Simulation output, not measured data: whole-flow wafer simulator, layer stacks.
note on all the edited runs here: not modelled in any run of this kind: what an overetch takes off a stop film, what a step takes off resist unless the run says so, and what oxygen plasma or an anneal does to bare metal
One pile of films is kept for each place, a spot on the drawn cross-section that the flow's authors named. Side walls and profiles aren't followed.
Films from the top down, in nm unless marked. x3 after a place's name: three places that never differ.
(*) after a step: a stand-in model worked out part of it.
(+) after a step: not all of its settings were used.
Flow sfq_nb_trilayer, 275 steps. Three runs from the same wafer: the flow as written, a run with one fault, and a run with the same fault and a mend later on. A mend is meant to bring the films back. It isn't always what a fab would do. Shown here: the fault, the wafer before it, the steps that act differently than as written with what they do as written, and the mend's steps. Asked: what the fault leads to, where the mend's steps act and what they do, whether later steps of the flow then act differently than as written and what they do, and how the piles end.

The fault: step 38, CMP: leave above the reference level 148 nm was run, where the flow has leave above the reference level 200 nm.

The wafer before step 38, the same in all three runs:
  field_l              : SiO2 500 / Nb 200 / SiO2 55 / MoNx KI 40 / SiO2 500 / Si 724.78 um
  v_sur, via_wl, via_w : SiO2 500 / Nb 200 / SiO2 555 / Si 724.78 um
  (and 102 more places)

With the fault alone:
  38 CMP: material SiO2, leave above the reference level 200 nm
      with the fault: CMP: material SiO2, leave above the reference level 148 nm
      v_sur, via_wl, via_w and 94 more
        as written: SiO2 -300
        with the fault: SiO2 -352
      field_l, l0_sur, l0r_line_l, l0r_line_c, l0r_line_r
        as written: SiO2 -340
        with the fault: SiO2 -392
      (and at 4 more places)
  Later steps of the flow that act differently than as written (4 more steps differ only slightly, by at most 2% or 0.5 nm, whichever is larger, and aren't shown):
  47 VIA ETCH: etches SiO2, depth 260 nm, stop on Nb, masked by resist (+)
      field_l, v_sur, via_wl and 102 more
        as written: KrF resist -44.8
        with the fault: KrF resist -38.2
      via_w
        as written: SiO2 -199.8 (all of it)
        with the fault: SiO2 -147.8 (all of it)
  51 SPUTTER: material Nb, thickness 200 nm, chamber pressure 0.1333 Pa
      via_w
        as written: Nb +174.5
        with the fault: Nb +185.1
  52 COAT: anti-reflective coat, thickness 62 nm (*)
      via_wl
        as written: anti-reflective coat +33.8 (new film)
        with the fault: anti-reflective coat +36.2 (new film)
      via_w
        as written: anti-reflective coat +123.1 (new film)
        with the fault: anti-reflective coat +110.9 (new film)
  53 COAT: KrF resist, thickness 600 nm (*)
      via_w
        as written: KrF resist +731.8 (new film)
        with the fault: KrF resist +689.5 (new film)
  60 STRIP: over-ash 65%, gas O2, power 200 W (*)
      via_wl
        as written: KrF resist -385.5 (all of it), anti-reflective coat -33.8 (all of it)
        with the fault: KrF resist -389.4 (all of it), anti-reflective coat -36.2 (all of it)
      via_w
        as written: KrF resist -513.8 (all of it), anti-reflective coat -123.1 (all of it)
        with the fault: KrF resist -471.7 (all of it), anti-reflective coat -110.9 (all of it)
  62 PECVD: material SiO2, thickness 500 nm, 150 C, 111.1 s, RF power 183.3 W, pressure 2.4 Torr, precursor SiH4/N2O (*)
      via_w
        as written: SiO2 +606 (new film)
        with the fault: SiO2 +518.9 (new film)
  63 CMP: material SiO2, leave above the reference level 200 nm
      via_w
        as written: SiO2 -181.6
        with the fault: SiO2 -157.1
  At the end the piles differ from the flow's by more than 2% or 0.5 nm, whichever is larger, at v_sur, via_wl, via_w and 86 more.
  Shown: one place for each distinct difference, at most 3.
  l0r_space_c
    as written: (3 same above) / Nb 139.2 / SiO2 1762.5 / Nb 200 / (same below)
    with the fault: (3 same above) / Nb 139.2 / SiO2 1710.5 / Nb 200 / (same below)
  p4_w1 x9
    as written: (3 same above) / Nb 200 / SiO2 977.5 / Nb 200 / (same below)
    with the fault: (3 same above) / Nb 200 / SiO2 925.5 / Nb 200 / (same below)
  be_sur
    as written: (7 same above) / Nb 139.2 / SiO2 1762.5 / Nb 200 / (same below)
    with the fault: (7 same above) / Nb 139.2 / SiO2 1710.5 / Nb 200 / (same below)

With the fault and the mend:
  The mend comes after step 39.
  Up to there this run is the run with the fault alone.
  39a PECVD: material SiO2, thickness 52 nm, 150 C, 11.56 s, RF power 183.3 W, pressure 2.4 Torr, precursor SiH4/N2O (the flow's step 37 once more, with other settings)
      field_l, v_sur, via_wl and 103 more
        SiO2 +52
  No later step of the flow acts differently than as written, at any place that is followed, by more than 2% or 0.5 nm, whichever is larger.
  At the end the piles differ from the flow's only slightly at the places that both follow, by at most 2% or 0.5 nm, whichever is larger.
